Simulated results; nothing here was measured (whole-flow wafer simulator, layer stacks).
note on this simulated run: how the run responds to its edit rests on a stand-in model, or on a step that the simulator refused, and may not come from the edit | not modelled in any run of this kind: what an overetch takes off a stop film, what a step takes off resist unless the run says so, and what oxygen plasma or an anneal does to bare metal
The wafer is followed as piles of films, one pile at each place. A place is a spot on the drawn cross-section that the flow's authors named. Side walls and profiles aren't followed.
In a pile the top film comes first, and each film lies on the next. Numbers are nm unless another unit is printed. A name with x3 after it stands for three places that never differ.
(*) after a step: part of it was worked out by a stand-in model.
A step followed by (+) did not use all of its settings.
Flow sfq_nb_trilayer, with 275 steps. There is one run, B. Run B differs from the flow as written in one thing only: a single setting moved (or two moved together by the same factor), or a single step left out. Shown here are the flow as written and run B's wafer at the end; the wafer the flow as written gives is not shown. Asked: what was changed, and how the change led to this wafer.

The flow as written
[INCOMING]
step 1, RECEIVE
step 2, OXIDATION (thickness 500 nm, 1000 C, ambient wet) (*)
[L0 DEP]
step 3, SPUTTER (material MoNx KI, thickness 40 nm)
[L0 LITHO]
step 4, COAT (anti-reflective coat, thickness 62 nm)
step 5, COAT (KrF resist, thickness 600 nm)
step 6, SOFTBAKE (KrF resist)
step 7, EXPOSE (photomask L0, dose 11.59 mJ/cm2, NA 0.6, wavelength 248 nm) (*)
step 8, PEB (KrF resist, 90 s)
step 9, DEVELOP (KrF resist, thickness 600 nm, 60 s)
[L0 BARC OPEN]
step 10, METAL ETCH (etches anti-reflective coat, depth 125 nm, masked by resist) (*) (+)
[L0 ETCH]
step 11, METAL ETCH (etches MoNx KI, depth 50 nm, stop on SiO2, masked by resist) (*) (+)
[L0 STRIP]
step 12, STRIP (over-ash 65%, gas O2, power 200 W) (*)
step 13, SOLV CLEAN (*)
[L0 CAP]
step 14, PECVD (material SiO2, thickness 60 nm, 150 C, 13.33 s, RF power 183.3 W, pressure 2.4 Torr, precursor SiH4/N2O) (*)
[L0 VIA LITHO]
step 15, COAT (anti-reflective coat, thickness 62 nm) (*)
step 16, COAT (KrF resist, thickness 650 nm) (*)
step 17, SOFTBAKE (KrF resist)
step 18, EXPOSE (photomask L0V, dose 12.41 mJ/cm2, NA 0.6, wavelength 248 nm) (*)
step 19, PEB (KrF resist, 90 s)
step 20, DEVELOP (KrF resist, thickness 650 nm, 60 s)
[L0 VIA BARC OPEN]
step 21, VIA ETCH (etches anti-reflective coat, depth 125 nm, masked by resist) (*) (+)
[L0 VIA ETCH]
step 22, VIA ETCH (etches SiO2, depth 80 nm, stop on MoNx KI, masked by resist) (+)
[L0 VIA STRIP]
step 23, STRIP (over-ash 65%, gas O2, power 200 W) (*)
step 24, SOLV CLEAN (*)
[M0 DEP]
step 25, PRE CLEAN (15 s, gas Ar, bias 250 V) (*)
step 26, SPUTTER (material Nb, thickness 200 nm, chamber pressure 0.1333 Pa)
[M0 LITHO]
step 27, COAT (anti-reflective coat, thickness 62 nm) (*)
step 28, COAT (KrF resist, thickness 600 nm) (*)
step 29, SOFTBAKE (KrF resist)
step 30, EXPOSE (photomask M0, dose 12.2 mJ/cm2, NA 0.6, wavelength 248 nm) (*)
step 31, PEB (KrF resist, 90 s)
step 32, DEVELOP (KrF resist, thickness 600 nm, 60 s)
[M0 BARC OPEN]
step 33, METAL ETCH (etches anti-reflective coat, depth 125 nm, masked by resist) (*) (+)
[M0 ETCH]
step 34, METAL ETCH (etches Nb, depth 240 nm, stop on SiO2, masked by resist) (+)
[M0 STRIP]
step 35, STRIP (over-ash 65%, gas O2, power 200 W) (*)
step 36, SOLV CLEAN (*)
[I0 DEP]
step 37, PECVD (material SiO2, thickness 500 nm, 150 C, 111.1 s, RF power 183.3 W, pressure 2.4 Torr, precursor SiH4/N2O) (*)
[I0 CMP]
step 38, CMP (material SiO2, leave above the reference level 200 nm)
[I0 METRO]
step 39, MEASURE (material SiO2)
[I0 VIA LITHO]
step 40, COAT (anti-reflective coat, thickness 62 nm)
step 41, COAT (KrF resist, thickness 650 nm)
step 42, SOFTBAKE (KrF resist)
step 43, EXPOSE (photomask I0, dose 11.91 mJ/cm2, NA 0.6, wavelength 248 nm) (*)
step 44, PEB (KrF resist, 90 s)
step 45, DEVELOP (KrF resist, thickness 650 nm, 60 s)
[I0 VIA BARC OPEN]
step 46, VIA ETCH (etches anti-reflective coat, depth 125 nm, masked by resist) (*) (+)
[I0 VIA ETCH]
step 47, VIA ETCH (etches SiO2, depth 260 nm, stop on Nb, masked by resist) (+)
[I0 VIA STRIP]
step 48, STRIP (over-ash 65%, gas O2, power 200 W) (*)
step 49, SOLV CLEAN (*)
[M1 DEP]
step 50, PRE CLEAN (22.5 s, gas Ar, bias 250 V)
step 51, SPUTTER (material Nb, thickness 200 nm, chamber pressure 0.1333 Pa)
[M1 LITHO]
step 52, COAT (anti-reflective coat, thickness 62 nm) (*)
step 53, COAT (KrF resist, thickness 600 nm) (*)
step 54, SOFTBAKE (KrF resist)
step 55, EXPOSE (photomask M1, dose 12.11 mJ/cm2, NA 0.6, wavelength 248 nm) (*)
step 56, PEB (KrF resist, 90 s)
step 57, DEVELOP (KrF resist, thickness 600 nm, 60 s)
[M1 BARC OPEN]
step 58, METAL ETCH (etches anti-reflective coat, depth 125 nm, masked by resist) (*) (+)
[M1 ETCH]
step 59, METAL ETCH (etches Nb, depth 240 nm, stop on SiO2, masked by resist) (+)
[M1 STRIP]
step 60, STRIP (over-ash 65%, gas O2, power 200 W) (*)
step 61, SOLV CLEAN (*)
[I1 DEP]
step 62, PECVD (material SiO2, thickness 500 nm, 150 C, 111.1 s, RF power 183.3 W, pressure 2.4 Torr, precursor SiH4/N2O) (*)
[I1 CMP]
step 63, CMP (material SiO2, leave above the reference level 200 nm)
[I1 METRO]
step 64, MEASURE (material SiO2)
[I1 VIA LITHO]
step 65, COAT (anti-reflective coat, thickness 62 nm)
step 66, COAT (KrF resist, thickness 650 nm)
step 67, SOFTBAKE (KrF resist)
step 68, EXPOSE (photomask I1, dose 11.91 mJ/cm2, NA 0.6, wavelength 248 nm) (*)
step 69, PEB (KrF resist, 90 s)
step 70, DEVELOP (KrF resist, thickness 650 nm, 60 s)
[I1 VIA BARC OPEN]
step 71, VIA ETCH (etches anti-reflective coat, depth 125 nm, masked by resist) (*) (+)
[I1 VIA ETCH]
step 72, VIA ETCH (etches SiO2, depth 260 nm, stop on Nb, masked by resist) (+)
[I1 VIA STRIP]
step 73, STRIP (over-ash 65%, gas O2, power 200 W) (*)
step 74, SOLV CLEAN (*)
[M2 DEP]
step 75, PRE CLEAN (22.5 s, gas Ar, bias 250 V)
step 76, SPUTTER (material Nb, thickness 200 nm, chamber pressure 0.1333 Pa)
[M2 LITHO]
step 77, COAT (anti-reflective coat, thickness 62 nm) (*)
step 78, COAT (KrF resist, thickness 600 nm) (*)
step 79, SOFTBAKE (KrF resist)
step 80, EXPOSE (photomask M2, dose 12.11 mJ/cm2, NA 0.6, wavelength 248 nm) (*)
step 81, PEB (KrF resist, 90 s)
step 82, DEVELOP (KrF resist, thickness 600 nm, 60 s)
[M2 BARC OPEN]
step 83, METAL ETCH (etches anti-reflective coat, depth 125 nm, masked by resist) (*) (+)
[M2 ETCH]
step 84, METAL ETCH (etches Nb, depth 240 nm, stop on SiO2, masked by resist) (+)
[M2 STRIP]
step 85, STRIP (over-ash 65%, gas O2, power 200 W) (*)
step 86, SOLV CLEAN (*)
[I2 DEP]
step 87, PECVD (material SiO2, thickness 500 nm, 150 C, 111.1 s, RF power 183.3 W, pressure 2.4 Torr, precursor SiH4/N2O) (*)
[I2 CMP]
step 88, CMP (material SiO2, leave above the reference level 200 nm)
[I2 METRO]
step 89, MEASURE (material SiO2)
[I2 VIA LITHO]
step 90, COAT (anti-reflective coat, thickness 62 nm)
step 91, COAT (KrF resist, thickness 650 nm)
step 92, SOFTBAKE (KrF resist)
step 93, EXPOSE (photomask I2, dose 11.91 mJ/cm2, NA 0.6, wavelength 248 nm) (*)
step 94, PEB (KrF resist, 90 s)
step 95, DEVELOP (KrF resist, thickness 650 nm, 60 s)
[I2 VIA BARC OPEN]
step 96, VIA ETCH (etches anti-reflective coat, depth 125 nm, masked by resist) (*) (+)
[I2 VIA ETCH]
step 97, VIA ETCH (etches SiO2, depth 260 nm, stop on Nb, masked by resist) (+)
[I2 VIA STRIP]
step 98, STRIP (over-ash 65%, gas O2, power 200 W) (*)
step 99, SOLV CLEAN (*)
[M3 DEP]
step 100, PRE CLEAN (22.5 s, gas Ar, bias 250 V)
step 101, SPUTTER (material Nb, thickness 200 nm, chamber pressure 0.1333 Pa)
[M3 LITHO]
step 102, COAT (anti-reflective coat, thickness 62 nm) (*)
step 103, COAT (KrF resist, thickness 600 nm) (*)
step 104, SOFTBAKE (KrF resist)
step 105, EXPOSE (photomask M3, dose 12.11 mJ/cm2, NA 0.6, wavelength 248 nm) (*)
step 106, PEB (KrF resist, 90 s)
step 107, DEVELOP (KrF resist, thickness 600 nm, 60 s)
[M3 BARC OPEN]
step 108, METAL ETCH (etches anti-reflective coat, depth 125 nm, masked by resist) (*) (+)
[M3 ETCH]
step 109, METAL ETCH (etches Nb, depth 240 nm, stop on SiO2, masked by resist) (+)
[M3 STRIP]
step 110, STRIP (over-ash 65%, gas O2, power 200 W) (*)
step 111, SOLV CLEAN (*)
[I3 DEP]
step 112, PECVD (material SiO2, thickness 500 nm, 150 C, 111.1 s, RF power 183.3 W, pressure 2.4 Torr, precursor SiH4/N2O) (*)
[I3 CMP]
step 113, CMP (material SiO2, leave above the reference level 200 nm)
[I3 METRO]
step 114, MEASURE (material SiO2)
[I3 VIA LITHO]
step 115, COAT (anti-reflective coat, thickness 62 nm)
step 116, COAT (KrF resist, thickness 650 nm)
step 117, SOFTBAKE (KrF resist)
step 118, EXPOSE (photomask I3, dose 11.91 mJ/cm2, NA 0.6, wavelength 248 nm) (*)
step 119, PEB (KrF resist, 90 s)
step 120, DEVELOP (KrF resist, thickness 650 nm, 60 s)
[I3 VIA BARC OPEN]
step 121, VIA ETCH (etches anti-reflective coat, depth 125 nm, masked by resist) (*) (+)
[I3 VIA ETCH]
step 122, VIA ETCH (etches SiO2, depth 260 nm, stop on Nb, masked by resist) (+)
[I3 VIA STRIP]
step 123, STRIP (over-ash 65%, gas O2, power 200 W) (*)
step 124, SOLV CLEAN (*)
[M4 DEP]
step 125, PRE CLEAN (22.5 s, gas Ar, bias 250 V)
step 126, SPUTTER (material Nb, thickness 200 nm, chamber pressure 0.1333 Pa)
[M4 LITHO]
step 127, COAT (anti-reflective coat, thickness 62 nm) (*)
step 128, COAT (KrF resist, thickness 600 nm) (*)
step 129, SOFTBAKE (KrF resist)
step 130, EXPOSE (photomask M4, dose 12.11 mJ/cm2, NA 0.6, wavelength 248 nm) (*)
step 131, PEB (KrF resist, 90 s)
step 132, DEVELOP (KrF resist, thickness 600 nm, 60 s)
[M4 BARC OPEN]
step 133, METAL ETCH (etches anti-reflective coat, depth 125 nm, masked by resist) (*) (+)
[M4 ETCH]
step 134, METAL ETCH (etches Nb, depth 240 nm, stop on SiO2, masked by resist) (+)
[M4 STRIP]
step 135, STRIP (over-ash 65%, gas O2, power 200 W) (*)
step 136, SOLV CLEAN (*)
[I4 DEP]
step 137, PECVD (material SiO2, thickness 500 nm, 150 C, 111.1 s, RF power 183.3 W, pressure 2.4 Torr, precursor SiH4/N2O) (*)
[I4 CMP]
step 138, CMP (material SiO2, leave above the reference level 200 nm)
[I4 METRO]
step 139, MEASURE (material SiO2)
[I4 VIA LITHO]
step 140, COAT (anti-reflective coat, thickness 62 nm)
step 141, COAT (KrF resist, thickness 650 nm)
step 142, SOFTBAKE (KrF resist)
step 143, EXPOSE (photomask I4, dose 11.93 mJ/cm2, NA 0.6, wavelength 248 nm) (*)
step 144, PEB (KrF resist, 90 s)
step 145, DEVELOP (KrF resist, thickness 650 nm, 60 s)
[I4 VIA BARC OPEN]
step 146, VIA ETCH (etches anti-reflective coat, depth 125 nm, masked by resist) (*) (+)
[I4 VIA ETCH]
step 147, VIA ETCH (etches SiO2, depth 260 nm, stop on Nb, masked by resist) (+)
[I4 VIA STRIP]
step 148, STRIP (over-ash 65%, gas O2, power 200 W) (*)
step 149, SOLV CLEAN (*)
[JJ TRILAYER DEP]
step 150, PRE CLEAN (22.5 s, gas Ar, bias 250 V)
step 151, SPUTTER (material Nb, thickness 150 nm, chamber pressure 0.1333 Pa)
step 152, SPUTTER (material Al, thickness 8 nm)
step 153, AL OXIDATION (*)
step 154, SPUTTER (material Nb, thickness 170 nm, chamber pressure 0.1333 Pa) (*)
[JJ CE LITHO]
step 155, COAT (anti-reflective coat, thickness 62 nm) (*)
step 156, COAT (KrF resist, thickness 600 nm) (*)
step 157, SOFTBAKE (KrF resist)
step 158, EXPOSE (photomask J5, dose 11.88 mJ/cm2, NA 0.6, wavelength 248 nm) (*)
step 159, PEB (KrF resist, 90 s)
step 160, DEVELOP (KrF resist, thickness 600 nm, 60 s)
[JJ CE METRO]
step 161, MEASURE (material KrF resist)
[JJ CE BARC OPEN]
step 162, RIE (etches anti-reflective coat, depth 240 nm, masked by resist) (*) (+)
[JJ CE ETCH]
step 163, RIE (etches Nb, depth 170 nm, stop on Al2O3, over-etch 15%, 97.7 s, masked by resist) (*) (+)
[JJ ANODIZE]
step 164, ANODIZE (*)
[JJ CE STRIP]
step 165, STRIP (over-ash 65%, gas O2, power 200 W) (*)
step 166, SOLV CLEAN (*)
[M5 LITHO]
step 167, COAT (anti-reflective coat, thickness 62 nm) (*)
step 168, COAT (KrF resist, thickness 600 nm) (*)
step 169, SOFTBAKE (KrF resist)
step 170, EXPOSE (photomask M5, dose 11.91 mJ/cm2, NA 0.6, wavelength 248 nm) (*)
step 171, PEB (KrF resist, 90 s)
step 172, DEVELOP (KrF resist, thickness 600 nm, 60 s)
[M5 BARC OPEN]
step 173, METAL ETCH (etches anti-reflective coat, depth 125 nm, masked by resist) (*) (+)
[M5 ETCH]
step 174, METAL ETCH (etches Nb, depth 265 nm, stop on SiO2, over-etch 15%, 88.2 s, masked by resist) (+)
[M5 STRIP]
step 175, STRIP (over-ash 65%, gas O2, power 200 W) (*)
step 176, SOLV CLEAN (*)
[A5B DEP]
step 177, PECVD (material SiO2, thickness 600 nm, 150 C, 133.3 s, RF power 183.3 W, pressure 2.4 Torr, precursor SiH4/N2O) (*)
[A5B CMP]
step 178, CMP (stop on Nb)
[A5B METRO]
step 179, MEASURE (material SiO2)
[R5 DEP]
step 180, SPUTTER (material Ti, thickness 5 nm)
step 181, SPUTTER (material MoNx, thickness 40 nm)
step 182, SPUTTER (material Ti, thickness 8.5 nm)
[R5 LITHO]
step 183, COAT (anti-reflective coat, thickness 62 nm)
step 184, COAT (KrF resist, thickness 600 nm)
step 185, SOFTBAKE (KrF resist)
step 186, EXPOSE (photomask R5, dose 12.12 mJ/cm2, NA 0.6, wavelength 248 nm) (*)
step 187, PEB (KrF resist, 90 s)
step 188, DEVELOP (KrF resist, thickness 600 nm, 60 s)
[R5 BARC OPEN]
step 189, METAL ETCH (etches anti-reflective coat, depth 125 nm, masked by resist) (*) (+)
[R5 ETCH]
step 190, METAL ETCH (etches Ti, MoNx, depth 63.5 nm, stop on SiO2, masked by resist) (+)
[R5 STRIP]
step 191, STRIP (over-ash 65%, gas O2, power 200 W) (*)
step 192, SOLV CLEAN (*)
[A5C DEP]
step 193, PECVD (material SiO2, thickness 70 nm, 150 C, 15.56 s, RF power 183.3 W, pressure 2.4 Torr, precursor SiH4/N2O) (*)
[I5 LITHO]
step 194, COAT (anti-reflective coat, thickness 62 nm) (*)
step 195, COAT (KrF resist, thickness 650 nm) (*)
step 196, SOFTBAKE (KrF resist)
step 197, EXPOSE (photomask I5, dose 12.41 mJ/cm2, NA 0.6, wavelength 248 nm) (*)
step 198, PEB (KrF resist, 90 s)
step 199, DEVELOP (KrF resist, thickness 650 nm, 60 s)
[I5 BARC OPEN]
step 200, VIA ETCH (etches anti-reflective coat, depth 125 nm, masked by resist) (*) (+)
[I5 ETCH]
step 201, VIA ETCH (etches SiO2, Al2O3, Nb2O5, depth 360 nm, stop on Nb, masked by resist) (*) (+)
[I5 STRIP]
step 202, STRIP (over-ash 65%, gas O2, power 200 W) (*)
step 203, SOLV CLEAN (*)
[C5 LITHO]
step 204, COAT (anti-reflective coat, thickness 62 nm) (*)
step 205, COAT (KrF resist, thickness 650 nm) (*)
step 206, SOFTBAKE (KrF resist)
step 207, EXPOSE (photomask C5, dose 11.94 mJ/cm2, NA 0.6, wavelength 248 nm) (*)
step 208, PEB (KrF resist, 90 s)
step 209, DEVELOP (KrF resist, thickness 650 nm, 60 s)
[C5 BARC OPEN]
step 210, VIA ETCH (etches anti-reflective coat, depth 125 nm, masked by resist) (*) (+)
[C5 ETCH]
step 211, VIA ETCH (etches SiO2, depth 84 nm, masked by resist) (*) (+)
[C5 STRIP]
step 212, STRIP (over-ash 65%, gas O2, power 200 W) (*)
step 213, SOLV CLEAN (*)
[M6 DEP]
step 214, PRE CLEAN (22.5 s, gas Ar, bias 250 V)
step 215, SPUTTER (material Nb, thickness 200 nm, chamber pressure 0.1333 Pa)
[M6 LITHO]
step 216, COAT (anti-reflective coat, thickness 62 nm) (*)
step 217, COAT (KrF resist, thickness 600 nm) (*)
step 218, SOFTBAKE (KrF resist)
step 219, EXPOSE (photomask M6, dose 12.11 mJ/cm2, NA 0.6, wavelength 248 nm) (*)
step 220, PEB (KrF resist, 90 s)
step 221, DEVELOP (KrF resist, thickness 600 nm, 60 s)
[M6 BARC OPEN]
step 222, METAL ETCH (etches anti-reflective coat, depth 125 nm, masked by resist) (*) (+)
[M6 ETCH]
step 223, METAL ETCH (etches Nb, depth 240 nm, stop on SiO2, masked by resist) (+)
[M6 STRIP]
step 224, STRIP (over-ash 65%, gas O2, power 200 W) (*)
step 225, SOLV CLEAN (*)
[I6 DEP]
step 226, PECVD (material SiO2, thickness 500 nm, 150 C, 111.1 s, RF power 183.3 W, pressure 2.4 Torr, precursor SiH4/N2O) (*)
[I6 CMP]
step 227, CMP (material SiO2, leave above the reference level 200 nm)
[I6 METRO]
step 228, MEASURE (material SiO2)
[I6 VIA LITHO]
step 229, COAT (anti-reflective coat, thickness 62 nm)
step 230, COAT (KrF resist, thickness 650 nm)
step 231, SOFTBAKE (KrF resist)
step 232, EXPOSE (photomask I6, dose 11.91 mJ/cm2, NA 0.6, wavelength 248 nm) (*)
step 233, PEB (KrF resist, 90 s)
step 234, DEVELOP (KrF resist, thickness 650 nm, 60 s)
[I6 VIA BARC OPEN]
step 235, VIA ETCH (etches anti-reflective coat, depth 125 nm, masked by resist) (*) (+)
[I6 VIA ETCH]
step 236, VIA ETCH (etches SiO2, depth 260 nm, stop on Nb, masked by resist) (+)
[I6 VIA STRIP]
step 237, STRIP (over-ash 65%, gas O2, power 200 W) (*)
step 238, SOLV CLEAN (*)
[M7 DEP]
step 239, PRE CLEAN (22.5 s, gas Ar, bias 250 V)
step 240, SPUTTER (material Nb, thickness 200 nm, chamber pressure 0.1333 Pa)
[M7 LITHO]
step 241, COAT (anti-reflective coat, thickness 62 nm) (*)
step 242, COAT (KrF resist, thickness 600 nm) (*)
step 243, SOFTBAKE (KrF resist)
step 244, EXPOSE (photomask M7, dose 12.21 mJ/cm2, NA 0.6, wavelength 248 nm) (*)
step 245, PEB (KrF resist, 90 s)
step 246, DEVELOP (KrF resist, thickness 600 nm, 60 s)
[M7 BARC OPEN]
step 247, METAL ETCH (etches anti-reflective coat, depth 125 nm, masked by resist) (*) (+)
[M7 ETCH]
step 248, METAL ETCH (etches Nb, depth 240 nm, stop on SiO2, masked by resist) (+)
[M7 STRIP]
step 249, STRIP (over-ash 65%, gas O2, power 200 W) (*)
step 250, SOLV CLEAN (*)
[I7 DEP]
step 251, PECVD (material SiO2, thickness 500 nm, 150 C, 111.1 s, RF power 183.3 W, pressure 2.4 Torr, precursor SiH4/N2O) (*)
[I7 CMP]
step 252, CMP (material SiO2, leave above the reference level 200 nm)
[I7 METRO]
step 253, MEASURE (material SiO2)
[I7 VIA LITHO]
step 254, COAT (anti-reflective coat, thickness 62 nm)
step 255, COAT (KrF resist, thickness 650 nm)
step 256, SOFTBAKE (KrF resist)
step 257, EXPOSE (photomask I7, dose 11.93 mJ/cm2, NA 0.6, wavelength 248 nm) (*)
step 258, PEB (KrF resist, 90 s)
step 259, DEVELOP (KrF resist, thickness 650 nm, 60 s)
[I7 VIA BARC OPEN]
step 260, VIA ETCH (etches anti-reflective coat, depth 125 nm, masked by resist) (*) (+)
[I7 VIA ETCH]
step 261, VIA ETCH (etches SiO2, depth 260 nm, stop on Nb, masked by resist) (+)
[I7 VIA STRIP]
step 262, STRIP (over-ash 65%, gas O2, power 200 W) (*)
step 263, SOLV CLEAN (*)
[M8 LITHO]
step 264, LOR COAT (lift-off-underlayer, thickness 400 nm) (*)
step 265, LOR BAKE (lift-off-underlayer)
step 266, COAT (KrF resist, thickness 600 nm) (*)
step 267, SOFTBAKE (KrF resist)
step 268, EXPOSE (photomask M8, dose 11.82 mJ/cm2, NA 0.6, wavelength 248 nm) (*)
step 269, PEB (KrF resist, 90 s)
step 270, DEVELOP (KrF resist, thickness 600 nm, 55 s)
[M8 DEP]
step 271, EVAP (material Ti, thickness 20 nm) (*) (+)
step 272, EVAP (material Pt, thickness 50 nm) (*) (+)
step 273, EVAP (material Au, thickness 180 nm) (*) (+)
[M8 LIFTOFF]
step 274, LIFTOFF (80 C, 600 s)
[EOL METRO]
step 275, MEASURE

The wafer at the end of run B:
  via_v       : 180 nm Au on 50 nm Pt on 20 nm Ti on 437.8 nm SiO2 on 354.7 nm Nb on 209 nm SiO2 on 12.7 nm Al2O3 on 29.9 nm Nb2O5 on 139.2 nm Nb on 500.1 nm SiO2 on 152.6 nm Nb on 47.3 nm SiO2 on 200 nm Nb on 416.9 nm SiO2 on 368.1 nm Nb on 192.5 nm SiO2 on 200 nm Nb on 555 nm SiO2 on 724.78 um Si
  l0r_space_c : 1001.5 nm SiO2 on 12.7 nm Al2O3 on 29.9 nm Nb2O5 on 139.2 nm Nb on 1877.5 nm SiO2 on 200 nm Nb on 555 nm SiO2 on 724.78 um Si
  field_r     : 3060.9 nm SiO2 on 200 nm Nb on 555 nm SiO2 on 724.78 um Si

The reason: step 113, CMP: leave above the reference level 315 nm was run, whereas the flow has leave above the reference level 200 nm.

How this came from the change, step by step:
  step 113, CMP (material SiO2, leave above the reference level 200 nm)
      field_l, be, be_sur and 64 more: nothing (it would be, as written: SiO2 loses 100)
      v_sur, via_wl, via_wr and 27 more: SiO2 loses 185 (it would be, as written: SiO2 loses 300)
      (also at 9 further places)
  step 115, COAT (anti-reflective coat, thickness 62 nm)
      be, p4_fm, wl_g_sr: anti-reflective coat gains 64 (new film) (it would be, as written: anti-reflective coat gains 62 (new film))
      l0r_line_l, m5r_space_l, m5r_space_r: anti-reflective coat gains 63.3 (new film) (it would be, as written: anti-reflective coat gains 62 (new film))
      (also at 27 further places)
  step 122, VIA ETCH (etches SiO2, depth 260 nm, stop on Nb, masked by resist) (+)
      via_v: SiO2 loses 260 (it would be, as written: SiO2 loses 199.8 (all of it))
  step 123, STRIP (over-ash 65%, gas O2, power 200 W) (*)
      m0r_space_l, m6r_space_l, m7r_space_l: KrF resist loses 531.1 (all of it), anti-reflective coat loses 64.1 (all of it) (it would be, as written: KrF resist loses 528.6 (all of it), anti-reflective coat loses 62 (all of it))
      m0r_space_r, m6r_space_r, m7r_space_r: KrF resist loses 531 (all of it), anti-reflective coat loses 64.2 (all of it) (it would be, as written: KrF resist loses 528.6 (all of it), anti-reflective coat loses 62 (all of it))
      (also at 27 further places)
  step 125, PRE CLEAN (22.5 s, gas Ar, bias 250 V)
      via_v: SiO2 loses 7.5 (it would be, as written: Nb loses 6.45)
  step 126, SPUTTER (material Nb, thickness 200 nm, chamber pressure 0.1333 Pa)
      via_v: Nb gains 152.6 (new film) (it would be, as written: Nb gains 165.5)
  step 127, COAT (anti-reflective coat, thickness 62 nm) (*)
      p4_fm, m0r_space_r, m6r_space_r, m7r_space_r: anti-reflective coat gains 63.9 (new film) (it would be, as written: anti-reflective coat gains 62 (new film))
      wl_g_sr, m0r_space_l, m6r_space_l, m7r_space_l: anti-reflective coat gains 64 (new film) (it would be, as written: anti-reflective coat gains 62 (new film))
      (also at 25 further places)
  step 128, COAT (KrF resist, thickness 600 nm) (*)
      via_v: KrF resist gains 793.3 (new film) (it would be, as written: KrF resist gains 739.8 (new film))
  step 133, METAL ETCH (etches anti-reflective coat, depth 125 nm, masked by resist) (*) (+)
      wl_g_sr, m0r_space_l, m6r_space_l, m7r_space_l: anti-reflective coat loses 64 (all of it) (it would be, as written: anti-reflective coat loses 62 (all of it))
      m0r_space_r, m6r_space_r, m7r_space_r: anti-reflective coat loses 63.9 (all of it) (it would be, as written: anti-reflective coat loses 62 (all of it))
      (also at 13 further places)
  step 135, STRIP (over-ash 65%, gas O2, power 200 W) (*)
      v_sur: KrF resist loses 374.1 (all of it), anti-reflective coat loses 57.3 (all of it) (it would be, as written: KrF resist loses 379.9 (all of it), anti-reflective coat loses 61.4 (all of it))
      via_wl: KrF resist loses 371.9 (all of it), anti-reflective coat loses 59.5 (all of it) (it would be, as written: KrF resist loses 379.4 (all of it), anti-reflective coat loses 61.3 (all of it))
      (also at 12 further places)
  step 137, PECVD (material SiO2, thickness 500 nm, 150 C, 111.1 s, RF power 183.3 W, pressure 2.4 Torr, precursor SiH4/N2O) (*)
      via_v: SiO2 gains 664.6 (new film) (it would be, as written: SiO2 gains 615 (new film))
  step 138, CMP (material SiO2, leave above the reference level 200 nm)
      field_l, be, be_sur and 55 more: SiO2 loses 85 (it would be, as written: SiO2 loses 100)
      ln_m5, lsp_m, ln_m6, p4_fl, p4_fm, p4_fr: SiO2 loses 285 (it would be, as written: SiO2 loses 300)
      (also at 4 further places)
Taking metal films that touch as one body, via_v has 7 bodies (between them, from the top down: SiO2 437.8; SiO2 209 / Al2O3 12.7 / Nb2O5 29.9; SiO2 500.1; SiO2 47.3; SiO2 416.9; SiO2 192.5); the flow as written gives 6 bodies (between them, from the top down: SiO2 437.8; SiO2 209 / Al2O3 12.7 / Nb2O5 29.9; SiO2 425.9; SiO2 416.9; SiO2 192.5).
